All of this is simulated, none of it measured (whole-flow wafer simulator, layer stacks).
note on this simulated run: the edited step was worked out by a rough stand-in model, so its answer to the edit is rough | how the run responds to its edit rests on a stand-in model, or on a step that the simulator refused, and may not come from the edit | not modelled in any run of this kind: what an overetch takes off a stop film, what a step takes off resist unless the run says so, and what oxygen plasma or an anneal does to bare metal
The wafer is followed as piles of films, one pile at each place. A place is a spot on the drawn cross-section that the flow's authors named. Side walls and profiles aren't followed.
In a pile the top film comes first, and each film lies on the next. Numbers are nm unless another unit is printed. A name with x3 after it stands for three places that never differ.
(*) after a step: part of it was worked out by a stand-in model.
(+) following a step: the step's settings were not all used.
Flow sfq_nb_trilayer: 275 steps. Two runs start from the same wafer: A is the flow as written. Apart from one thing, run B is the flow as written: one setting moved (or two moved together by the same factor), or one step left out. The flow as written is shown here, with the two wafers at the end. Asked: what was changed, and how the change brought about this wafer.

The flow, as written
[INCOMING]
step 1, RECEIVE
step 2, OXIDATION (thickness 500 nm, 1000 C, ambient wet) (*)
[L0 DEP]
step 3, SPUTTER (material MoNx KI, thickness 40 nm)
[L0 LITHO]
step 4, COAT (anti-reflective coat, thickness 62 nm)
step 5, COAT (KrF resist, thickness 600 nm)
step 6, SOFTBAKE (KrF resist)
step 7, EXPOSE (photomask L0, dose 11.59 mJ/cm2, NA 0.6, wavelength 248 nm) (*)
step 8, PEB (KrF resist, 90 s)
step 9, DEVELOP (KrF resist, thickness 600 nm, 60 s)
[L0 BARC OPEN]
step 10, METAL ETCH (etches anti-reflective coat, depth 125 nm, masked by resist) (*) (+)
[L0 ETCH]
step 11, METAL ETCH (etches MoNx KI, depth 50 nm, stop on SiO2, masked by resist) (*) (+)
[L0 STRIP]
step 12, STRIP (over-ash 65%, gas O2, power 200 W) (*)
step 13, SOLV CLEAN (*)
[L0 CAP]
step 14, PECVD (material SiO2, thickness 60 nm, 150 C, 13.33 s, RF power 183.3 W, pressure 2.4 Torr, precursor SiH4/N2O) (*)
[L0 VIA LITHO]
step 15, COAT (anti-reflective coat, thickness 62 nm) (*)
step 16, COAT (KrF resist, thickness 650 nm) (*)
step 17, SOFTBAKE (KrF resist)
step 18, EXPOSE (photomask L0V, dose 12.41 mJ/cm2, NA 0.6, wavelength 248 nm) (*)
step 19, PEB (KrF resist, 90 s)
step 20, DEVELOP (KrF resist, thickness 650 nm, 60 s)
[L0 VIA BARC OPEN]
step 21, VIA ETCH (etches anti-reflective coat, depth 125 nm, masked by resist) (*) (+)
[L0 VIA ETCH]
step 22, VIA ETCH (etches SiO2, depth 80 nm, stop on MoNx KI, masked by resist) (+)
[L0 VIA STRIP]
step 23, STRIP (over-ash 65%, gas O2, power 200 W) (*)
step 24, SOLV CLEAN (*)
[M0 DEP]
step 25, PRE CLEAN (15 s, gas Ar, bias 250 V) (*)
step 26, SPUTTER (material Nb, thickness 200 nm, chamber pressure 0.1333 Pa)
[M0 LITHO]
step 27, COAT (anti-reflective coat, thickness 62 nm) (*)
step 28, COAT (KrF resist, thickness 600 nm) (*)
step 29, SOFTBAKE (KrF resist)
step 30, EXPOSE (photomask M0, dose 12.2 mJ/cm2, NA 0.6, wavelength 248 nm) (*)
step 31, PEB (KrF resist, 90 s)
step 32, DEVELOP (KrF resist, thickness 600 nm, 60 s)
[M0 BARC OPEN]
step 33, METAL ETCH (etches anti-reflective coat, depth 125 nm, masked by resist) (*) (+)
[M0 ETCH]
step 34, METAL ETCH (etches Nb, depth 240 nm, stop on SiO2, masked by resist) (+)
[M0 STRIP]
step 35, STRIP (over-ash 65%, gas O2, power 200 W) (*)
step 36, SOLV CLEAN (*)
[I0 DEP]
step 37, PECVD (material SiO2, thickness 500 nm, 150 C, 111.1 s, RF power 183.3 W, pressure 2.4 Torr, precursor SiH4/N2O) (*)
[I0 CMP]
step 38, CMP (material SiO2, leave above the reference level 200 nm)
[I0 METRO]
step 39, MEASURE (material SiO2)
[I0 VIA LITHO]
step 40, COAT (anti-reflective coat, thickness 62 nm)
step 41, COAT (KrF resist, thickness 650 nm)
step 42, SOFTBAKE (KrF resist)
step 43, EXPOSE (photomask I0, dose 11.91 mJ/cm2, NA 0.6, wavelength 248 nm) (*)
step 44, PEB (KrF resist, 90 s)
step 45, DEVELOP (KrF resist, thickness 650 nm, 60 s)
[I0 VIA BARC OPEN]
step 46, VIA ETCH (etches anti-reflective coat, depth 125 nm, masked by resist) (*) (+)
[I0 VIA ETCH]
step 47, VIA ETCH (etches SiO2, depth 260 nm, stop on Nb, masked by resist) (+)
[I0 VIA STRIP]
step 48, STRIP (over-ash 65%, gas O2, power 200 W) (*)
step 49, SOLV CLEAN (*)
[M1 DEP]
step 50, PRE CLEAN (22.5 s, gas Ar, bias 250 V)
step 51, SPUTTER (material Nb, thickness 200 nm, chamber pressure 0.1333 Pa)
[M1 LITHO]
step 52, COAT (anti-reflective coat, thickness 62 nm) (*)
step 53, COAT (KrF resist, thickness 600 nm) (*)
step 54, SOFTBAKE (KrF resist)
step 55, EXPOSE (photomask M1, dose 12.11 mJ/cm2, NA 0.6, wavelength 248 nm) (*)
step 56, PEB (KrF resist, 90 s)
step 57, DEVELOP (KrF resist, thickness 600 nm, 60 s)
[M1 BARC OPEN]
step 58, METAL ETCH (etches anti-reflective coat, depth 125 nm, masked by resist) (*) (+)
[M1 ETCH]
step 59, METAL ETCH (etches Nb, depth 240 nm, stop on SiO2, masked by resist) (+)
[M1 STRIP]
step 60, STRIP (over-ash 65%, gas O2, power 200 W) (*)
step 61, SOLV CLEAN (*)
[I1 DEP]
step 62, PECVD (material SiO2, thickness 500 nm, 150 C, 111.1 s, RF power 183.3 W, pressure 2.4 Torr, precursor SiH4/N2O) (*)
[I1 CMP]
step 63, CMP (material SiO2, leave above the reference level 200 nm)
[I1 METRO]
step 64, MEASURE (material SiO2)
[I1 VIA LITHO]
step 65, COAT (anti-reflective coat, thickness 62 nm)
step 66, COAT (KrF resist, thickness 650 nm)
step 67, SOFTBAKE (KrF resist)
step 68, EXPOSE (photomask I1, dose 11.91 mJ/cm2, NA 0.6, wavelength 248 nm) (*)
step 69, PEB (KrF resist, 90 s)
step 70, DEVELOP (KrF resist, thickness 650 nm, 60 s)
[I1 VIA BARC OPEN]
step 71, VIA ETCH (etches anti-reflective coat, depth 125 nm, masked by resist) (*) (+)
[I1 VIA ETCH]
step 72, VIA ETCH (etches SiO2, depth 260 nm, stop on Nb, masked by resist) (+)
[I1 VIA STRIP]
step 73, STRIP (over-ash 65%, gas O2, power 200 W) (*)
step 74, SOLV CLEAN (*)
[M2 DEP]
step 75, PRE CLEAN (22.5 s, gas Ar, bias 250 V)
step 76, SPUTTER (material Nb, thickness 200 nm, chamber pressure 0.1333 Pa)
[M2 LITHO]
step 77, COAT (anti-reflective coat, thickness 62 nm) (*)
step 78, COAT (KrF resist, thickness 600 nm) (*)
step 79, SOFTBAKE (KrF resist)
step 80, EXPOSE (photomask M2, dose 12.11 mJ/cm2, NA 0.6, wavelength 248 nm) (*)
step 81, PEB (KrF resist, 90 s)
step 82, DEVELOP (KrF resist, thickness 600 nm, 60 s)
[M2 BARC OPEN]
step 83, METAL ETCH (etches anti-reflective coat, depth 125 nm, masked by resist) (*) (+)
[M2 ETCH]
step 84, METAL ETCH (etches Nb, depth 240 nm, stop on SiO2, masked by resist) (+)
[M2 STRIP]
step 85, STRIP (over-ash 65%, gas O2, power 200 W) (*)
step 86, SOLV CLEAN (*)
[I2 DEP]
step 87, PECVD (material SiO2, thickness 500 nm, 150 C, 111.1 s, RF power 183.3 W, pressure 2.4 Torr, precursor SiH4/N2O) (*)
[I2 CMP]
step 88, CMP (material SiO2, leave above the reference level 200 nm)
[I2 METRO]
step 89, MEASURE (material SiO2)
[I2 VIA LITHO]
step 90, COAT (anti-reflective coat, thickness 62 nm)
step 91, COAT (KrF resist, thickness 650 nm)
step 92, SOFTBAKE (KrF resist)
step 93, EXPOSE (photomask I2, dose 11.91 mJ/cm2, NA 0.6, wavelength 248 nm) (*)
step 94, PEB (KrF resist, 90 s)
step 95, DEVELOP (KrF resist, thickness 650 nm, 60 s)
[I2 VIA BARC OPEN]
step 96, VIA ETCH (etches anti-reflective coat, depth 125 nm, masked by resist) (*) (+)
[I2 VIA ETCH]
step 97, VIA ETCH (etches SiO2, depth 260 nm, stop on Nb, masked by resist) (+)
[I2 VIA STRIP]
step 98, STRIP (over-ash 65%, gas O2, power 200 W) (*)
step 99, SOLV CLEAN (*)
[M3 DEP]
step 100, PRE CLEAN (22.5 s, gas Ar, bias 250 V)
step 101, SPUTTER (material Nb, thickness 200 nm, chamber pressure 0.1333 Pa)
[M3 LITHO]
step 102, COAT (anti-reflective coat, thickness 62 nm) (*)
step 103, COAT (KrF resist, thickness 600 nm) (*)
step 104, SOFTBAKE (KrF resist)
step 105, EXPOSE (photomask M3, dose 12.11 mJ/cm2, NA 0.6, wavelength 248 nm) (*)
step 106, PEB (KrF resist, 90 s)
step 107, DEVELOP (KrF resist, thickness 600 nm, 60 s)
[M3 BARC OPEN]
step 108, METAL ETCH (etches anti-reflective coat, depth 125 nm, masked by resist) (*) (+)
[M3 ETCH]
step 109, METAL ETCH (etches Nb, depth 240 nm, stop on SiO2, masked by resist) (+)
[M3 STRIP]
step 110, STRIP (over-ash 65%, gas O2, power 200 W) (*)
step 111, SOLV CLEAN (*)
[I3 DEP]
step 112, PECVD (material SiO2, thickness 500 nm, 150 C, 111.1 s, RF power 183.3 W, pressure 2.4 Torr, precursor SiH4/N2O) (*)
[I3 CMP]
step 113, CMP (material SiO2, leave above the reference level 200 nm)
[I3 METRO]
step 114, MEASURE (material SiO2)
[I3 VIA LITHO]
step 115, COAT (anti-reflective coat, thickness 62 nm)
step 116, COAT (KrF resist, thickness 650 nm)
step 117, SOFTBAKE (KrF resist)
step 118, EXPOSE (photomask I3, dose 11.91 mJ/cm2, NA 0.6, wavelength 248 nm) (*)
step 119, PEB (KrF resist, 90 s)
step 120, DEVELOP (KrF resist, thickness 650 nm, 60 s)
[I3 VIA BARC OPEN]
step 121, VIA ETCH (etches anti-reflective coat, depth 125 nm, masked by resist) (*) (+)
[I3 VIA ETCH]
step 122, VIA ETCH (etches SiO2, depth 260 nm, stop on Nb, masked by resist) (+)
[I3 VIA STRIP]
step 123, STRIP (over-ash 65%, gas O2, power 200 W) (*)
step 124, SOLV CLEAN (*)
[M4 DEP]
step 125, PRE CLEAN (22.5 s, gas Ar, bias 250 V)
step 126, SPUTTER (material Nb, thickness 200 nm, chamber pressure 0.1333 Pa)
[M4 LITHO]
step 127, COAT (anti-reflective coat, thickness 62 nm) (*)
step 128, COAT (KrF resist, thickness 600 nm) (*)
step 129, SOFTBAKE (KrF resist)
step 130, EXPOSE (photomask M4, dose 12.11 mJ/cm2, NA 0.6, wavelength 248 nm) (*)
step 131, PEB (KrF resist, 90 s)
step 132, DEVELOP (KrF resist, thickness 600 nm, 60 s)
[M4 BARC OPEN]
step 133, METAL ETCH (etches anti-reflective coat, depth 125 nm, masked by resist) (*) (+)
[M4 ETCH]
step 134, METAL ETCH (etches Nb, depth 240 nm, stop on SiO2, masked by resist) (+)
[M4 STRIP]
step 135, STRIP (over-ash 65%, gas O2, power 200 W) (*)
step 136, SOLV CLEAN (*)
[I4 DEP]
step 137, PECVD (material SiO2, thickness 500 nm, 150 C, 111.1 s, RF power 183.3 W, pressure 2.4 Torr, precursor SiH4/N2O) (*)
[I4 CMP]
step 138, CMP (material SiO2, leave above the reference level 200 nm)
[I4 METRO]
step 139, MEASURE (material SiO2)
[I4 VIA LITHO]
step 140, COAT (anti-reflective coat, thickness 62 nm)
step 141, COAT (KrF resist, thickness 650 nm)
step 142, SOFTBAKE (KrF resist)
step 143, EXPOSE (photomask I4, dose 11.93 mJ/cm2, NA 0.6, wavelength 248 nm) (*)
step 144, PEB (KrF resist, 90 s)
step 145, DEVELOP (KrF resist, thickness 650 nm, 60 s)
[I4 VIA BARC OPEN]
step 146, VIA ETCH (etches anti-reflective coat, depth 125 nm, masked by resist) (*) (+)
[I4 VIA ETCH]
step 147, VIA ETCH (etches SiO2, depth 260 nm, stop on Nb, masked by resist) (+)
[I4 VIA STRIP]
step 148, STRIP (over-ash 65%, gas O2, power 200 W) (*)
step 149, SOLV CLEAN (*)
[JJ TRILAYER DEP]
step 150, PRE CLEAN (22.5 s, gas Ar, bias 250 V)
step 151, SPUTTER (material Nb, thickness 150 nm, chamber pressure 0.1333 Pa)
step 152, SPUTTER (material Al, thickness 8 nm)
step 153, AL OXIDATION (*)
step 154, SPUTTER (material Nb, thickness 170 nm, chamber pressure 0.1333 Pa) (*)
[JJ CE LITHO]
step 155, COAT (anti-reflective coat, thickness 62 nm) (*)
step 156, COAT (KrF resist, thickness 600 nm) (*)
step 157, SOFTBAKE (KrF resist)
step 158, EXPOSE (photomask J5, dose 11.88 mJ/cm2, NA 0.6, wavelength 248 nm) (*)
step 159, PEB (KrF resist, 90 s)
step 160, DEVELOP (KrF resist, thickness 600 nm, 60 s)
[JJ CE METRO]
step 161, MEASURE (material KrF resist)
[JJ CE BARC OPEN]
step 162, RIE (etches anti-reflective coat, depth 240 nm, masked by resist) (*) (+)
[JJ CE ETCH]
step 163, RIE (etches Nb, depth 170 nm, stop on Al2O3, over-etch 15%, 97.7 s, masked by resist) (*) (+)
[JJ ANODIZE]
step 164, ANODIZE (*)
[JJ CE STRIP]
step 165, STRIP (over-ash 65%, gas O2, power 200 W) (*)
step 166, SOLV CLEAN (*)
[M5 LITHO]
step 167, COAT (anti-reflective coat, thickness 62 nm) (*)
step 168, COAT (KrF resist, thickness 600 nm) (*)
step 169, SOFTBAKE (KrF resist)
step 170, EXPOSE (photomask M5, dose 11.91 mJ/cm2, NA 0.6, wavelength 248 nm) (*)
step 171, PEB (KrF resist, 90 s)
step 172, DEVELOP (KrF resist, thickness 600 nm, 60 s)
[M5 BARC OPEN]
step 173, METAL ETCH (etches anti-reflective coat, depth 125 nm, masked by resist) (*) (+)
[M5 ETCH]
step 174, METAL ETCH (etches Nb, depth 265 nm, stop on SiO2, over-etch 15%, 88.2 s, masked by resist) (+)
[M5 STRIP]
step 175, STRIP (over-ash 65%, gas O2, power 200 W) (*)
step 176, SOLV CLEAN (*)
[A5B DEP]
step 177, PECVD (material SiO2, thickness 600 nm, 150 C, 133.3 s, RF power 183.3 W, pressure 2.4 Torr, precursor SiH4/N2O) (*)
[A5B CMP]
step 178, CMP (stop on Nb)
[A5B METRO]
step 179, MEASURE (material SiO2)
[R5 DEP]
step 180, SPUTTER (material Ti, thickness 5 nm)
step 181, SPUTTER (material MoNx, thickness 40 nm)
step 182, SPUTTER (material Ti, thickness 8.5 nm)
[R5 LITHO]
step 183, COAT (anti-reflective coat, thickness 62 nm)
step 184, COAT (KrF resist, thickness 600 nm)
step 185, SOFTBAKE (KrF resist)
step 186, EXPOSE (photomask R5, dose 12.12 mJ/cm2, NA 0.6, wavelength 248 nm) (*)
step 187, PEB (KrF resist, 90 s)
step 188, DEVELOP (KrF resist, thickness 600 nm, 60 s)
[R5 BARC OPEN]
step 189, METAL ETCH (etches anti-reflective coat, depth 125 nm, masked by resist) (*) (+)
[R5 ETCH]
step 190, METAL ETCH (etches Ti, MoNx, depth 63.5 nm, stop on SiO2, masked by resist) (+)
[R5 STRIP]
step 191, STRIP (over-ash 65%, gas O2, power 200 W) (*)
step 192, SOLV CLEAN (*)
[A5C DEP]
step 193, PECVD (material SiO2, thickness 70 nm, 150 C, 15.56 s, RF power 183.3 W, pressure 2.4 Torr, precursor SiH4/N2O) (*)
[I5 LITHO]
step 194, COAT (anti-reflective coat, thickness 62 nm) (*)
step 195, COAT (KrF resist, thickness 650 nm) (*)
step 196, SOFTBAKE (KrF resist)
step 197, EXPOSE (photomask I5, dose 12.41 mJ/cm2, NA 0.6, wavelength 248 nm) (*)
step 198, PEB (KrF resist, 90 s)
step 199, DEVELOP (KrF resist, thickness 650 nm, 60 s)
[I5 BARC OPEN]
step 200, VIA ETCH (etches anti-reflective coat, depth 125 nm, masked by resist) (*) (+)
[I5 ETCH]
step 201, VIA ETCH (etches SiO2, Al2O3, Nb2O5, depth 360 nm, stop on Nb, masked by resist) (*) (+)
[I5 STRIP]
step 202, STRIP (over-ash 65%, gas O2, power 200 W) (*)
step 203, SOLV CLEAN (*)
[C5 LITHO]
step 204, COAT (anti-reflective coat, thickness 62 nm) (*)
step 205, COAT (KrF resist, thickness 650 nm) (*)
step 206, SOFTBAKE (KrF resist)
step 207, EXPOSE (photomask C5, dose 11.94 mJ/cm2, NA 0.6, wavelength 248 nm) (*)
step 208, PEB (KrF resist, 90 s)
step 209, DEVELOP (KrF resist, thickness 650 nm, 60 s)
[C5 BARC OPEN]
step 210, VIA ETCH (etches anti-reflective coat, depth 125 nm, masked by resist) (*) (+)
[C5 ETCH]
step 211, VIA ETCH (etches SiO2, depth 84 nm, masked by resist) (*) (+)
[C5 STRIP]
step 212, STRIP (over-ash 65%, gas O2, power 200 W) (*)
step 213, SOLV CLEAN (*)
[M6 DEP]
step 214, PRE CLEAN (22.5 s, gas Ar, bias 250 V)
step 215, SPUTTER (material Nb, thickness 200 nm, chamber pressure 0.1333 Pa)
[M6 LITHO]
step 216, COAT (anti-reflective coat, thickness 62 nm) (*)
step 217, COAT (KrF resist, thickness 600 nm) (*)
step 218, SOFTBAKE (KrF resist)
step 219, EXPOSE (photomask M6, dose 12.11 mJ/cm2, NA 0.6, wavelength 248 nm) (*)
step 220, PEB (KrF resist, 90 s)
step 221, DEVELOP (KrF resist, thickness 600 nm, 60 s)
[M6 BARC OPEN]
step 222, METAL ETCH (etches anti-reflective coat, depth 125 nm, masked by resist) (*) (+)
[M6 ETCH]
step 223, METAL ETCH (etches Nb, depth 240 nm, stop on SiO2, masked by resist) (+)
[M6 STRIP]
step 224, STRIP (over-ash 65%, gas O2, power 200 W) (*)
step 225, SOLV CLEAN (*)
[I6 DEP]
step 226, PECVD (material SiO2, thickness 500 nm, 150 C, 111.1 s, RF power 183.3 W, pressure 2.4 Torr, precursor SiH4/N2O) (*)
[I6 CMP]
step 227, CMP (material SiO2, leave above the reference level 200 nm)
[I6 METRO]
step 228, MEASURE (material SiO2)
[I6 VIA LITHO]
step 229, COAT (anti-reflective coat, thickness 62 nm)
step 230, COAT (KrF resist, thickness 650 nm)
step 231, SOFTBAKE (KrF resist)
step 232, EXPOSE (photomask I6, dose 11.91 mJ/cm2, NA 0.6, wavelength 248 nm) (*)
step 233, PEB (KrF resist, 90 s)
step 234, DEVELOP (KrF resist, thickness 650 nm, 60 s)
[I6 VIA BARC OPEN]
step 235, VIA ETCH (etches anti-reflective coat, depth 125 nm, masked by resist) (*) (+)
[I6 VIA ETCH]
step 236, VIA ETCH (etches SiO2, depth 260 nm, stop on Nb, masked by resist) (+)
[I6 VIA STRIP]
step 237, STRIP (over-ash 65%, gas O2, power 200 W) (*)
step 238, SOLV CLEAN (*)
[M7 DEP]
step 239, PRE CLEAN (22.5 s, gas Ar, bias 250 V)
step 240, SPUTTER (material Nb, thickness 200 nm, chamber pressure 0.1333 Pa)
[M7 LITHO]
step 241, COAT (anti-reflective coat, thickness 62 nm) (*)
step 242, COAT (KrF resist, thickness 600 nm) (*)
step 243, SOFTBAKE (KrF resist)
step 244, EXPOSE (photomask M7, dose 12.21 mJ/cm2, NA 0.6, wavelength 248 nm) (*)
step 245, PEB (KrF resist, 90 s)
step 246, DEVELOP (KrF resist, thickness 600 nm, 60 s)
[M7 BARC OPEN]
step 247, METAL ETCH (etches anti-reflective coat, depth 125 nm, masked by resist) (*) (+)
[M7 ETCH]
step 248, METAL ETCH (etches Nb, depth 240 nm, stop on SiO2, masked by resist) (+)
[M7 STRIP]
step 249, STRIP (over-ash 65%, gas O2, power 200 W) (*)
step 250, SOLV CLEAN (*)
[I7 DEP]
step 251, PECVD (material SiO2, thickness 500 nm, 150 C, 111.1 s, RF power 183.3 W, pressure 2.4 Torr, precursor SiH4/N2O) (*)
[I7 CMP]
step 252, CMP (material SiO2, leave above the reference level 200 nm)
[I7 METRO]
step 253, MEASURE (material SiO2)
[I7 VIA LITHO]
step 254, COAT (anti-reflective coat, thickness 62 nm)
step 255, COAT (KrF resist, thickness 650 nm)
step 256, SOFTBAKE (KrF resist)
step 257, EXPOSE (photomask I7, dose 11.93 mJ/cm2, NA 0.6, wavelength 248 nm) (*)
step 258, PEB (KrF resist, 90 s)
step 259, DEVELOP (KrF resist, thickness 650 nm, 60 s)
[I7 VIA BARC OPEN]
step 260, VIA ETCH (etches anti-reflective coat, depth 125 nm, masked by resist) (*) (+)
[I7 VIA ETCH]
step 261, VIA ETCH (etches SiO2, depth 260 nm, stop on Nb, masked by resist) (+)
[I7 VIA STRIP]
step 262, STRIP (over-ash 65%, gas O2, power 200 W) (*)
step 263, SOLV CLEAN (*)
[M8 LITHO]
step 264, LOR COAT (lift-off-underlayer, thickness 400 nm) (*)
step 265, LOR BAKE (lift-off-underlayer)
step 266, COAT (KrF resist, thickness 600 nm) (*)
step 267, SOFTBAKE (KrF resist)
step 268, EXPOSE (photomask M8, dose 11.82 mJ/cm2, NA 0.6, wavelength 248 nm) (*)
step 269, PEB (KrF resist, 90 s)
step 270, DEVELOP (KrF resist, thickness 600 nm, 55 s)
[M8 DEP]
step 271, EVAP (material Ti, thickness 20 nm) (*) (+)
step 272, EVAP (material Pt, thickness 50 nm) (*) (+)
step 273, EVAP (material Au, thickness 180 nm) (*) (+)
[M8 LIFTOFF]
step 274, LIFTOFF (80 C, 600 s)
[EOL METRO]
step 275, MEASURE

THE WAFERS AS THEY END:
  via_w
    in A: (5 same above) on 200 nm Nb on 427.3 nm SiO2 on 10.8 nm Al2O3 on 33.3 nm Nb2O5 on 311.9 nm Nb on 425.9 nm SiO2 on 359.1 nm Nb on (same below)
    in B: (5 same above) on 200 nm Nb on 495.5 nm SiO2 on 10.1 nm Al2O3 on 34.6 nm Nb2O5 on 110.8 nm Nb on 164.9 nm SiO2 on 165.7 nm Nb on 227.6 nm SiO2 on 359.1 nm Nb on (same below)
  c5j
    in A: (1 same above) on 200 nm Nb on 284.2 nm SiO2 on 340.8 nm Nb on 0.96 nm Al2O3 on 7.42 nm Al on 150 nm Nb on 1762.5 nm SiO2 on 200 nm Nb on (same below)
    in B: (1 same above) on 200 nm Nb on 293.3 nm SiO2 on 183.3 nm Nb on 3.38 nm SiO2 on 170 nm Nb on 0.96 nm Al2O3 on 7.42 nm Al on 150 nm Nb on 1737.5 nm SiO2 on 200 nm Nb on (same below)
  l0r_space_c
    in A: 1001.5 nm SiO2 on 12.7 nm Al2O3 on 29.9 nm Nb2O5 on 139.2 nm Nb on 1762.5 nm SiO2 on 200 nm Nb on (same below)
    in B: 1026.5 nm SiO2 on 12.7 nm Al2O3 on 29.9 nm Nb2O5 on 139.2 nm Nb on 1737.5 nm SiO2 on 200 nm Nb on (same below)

Cause: step 112, PECVD: thickness 275 nm was run, though the flow has thickness 500 nm; step 112, PECVD: 61.11 s was run, where the flow has 111.1 s.

Step by step, how the change led to this:
  step 112, PECVD (material SiO2, thickness 500 nm, 150 C, 111.1 s, RF power 183.3 W, pressure 2.4 Torr, precursor SiH4/N2O) (*)
      field_l, be, be_sur and 64 more: A SiO2 gains 500 | B SiO2 gains 275
      v_sur, via_wl, via_wr and 27 more: A SiO2 gains 500 (new film) | B SiO2 gains 275 (new film)
      (and at 9 other places as well)
  step 113, CMP (material SiO2, leave above the reference level 200 nm)
      field_l, be, be_sur and 64 more: A SiO2 loses 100 | B nothing
      p4_g1, p4_g2, p3_s0, p3_s1, p3_s2, p3_s3, p3_s4, p3_s5: A SiO2 loses 157.1 | B nothing
      (and at 31 other places as well)
  step 115, COAT (anti-reflective coat, thickness 62 nm)
      p3_l1, p3_l2, p3_l3, p3_l4: A anti-reflective coat gains 62 (new film) | B anti-reflective coat gains 47.6 (new film)
      jj_sur, ce_l, c5j: A anti-reflective coat gains 62 (new film) | B anti-reflective coat gains 63.4 (new film)
      (and at 78 other places as well)
  step 116, COAT (KrF resist, thickness 650 nm)
      m0r_line_l, m6r_line_l, m7r_line_l: A KrF resist gains 650 (new film) | B KrF resist gains 674.9 (new film)
      m0r_space_l, m6r_space_l, m7r_space_l: A KrF resist gains 650 (new film) | B KrF resist gains 665.1 (new film)
      (and at 73 other places as well)
  step 120, DEVELOP (KrF resist, thickness 650 nm, 60 s)
      via_v: A KrF resist loses 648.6 (all of it) | B KrF resist loses 603.5 (all of it)
  step 121, VIA ETCH (etches anti-reflective coat, depth 125 nm, masked by resist) (*) (+)
      field_l, v_sur, via_wl and 102 more: A KrF resist loses 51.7 | B KrF resist loses 43.3
      via_v: A anti-reflective coat loses 62 (all of it), SiO2 loses 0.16 | B anti-reflective coat loses 52 (all of it), SiO2 loses 0.13
  step 123, STRIP (over-ash 65%, gas O2, power 200 W) (*)
      field_r, lsp_l, ln_m5: A KrF resist loses 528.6 (all of it), anti-reflective coat loses 62 (all of it) | B KrF resist loses 542.2 (all of it), anti-reflective coat loses 62.8 (all of it)
      m0r_line_l, m6r_line_l, m7r_line_l: A KrF resist loses 528.6 (all of it), anti-reflective coat loses 62 (all of it) | B KrF resist loses 561.8 (all of it), anti-reflective coat loses 62.9 (all of it)
      (and at 99 other places as well)
  step 126, SPUTTER (material Nb, thickness 200 nm, chamber pressure 0.1333 Pa)
      via_w: A Nb gains 200 (new film) | B Nb gains 165.7 (new film)
  step 127, COAT (anti-reflective coat, thickness 62 nm) (*)
      m0r_line_l, m0r_line_r, m6r_line_l, m6r_line_r, m7r_line_l, m7r_line_r: A anti-reflective coat gains 62 (new film) | B anti-reflective coat gains 63.4 (new film)
      m0r_space_l, m0r_space_r, m6r_space_l, m6r_space_r, m7r_space_l, m7r_space_r: A anti-reflective coat gains 62 (new film) | B anti-reflective coat gains 75.4 (new film)
      (and at 79 other places as well)
  step 128, COAT (KrF resist, thickness 600 nm) (*)
      m0r_line_l, m0r_line_r, m6r_line_l, m6r_line_r, m7r_line_l, m7r_line_r: A KrF resist gains 600 (new film) | B KrF resist gains 622.1 (new film)
      m0r_space_l, m0r_space_r, m6r_space_l, m6r_space_r, m7r_space_l, m7r_space_r: A KrF resist gains 600 (new film) | B KrF resist gains 616 (new film)
      (and at 70 other places as well)
  step 132, DEVELOP (KrF resist, thickness 600 nm, 60 s)
      m0r_line_l, m0r_line_r, m6r_line_l, m6r_line_r, m7r_line_l, m7r_line_r: A KrF resist loses 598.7 (all of it) | B KrF resist loses 620.8 (all of it)
      m0r_space_l, m0r_space_r, m6r_space_l, m6r_space_r, m7r_space_l, m7r_space_r: A KrF resist loses 598.7 (all of it) | B KrF resist loses 614.7 (all of it)
      (and at 34 other places as well)
  step 133, METAL ETCH (etches anti-reflective coat, depth 125 nm, masked by resist) (*) (+)
      r5r_spacepad_l, r5r_spacepad_r: A anti-reflective coat loses 62 (all of it) | B anti-reflective coat loses 125
      v_sur, via_wl, via_w and 36 more: A KrF resist loses 51.7 | B KrF resist loses 69.4
      (and at 53 other places as well)
  step 134, METAL ETCH (etches Nb, depth 240 nm, stop on SiO2, masked by resist) (+)
      r5r_spacepad_l, r5r_spacepad_r: A Nb loses 200 (all of it) | B anti-reflective coat loses 0.91 (all of it), Nb loses 200 (all of it)
  step 135, STRIP (over-ash 65%, gas O2, power 200 W) (*)
      ln_m5, lsp_m: A KrF resist loses 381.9 (all of it), anti-reflective coat loses 61.8 (all of it) | B KrF resist loses 368.7 (all of it), anti-reflective coat loses 62.5 (all of it)
      v_sur: A KrF resist loses 379.9 (all of it), anti-reflective coat loses 61.4 (all of it) | B KrF resist loses 300.1 (all of it), anti-reflective coat loses 42.9 (all of it)
      (and at 36 other places as well)
  step 137, PECVD (material SiO2, thickness 500 nm, 150 C, 111.1 s, RF power 183.3 W, pressure 2.4 Torr, precursor SiH4/N2O) (*)
      p3_s0, p3_s1, p3_s2, p3_s3, p3_s4, p3_s5: A SiO2 gains 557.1 | B SiO2 gains 682.1
      via_w: A SiO2 gains 500 (new film) | B SiO2 gains 589.6 (new film)
  step 138, CMP (material SiO2, leave above the reference level 200 nm)
      field_l, be, be_sur and 55 more: A SiO2 loses 100 | B nothing
      lsp_r, l0_sur, l0v: A SiO2 loses 91.9 | B nothing
      (and at 9 other places as well)
  ... another 36 steps ...
  step 227, CMP (material SiO2, leave above the reference level 200 nm)
      ce_l, ce_r: A SiO2 loses 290 | B SiO2 loses 300
      c5j: A SiO2 loses 223 | B SiO2 loses 233
Taking metal films that touch as one body, via_w has 6 bodies (between them, from the top down: SiO2 192.5; SiO2 495.5 / Al2O3 10.1 / Nb2O5 34.6; SiO2 164.9; SiO2 227.6; SiO2 416.9); the flow as written gives 5 bodies (between them, from the top down: SiO2 192.5; SiO2 427.3 / Al2O3 10.8 / Nb2O5 33.3; SiO2 425.9; SiO2 416.9).
Taking metal films that touch as one body, c5j has 5 bodies (between them, from the top down: SiO2 293.3; SiO2 3.38; Al2O3 0.96; SiO2 1737.5); the flow as written gives 4 bodies (between them, from the top down: SiO2 284.2; Al2O3 0.96; SiO2 1762.5).
